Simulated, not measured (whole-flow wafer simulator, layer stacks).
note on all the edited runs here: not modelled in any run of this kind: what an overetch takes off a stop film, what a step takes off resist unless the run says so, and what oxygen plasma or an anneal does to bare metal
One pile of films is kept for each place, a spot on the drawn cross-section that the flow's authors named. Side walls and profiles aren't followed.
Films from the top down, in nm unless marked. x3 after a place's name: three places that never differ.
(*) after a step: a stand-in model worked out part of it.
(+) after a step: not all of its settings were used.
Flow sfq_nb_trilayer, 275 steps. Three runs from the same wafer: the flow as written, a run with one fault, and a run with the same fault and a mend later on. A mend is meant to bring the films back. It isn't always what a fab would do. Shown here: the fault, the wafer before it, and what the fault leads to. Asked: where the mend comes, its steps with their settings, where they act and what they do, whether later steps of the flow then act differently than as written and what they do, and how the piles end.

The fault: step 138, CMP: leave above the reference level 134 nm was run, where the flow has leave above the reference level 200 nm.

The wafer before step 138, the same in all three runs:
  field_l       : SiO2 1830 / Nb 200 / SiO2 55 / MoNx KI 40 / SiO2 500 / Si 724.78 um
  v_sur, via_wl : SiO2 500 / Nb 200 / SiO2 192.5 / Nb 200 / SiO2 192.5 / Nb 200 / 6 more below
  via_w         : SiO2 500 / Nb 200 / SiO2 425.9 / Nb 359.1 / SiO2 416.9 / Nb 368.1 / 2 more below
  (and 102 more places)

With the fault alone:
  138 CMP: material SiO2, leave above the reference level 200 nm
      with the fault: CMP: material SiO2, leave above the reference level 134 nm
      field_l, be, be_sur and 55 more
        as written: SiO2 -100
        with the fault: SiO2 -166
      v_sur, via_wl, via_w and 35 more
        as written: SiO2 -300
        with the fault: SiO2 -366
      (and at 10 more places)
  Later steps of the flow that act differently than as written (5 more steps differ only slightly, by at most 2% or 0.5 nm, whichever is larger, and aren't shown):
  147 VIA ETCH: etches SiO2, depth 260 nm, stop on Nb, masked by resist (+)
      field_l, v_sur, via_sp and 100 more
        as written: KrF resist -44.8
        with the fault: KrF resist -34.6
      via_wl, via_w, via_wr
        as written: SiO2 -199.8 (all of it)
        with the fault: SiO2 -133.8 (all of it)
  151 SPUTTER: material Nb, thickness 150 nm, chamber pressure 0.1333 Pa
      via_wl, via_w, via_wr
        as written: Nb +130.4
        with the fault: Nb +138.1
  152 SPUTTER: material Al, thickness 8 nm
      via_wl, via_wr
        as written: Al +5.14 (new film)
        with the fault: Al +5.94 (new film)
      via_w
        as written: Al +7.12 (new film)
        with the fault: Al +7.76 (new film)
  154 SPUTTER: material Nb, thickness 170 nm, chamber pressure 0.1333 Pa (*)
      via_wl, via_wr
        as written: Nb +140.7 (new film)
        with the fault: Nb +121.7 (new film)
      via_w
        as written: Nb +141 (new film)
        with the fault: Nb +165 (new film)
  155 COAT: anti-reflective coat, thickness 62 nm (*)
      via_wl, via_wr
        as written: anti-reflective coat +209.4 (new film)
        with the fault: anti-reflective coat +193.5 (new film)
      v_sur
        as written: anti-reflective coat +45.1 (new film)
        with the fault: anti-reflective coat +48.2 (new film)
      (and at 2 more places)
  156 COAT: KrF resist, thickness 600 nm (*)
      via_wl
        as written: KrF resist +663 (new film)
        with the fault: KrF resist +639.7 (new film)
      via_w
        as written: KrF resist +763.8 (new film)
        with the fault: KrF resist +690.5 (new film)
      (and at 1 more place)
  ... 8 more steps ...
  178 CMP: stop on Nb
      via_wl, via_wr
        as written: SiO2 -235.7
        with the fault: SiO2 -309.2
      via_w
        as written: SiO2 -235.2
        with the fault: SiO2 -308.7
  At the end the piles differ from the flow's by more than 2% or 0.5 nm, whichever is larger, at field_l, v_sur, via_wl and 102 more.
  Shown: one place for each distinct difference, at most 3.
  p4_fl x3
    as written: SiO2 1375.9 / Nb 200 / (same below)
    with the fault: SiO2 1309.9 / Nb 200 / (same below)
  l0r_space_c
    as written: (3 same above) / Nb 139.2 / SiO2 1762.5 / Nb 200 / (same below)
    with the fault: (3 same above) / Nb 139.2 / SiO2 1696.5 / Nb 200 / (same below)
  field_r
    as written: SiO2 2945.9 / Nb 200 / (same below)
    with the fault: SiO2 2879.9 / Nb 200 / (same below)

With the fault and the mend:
  The mend comes after step 139.
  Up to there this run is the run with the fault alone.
  139a PECVD: material SiO2, thickness 66 nm, 150 C, 14.67 s, RF power 183.3 W, pressure 2.4 Torr, precursor SiH4/N2O (the flow's step 137 once more, with other settings)
      field_l, v_sur, via_wl and 103 more
        SiO2 +66
  No later step of the flow acts differently than as written, at any place that is followed, by more than 2% or 0.5 nm, whichever is larger.
  At the end the piles differ from the flow's only slightly at the places that both follow, by at most 2% or 0.5 nm, whichever is larger.
